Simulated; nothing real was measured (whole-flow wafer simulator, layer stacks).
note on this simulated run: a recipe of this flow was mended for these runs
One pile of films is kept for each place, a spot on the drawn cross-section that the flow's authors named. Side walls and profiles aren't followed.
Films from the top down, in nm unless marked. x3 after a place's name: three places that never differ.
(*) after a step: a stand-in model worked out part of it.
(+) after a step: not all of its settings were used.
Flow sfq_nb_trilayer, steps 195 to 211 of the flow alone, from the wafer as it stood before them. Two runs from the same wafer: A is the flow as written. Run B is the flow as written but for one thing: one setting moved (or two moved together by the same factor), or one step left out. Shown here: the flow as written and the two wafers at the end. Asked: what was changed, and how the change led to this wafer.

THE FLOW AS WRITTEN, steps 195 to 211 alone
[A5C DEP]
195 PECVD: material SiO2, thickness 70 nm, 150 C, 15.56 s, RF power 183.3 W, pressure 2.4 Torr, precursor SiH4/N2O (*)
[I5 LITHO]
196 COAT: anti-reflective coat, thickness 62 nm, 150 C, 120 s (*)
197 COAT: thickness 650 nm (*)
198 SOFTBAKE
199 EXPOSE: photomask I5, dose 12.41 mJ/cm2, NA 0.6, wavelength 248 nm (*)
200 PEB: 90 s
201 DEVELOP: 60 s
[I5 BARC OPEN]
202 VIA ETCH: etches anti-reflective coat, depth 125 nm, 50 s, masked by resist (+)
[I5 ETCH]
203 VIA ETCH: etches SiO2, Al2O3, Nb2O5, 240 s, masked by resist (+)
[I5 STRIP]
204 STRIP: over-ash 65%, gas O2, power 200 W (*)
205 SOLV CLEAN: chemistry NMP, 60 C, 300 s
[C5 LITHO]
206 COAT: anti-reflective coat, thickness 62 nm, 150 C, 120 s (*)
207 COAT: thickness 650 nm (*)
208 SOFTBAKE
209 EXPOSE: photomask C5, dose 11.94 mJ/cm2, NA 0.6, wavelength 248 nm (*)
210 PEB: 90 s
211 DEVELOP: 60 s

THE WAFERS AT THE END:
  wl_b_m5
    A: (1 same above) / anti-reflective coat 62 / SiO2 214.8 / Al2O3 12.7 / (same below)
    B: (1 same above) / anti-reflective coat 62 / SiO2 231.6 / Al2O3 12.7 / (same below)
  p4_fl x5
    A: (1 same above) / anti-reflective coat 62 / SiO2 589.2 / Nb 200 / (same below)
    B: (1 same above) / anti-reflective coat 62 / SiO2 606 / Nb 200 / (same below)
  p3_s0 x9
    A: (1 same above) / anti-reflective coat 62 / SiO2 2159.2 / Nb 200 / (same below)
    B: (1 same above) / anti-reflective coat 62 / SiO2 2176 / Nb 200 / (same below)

The cause: step 195, PECVD: thickness 86.8 nm was run, where the flow has thickness 70 nm; step 195, PECVD: 19.29 s was run, where the flow has 15.56 s.

How the change led to this, step by step:
  195 PECVD: material SiO2, thickness 70 nm, 150 C, 15.56 s, RF power 183.3 W, pressure 2.4 Torr, precursor SiH4/N2O (*)
      field_l, v_sur, via_wl and 92 more: A SiO2 +70 | B SiO2 +86.8
      ce_l, c5j, ce_r and 8 more: A SiO2 +70 (new film) | B SiO2 +86.8 (new film)
  203 VIA ETCH: etches SiO2, Al2O3, Nb2O5, 240 s, masked by resist (+)
      be: A SiO2 -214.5 (all of it), Al2O3 -12.7 (all of it), Nb2O5 -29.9 (all of it), Nb -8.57 | B SiO2 -231.3 (all of it), Al2O3 -12.7 (all of it), Nb2O5 -29.9 (all of it), Nb -7.17
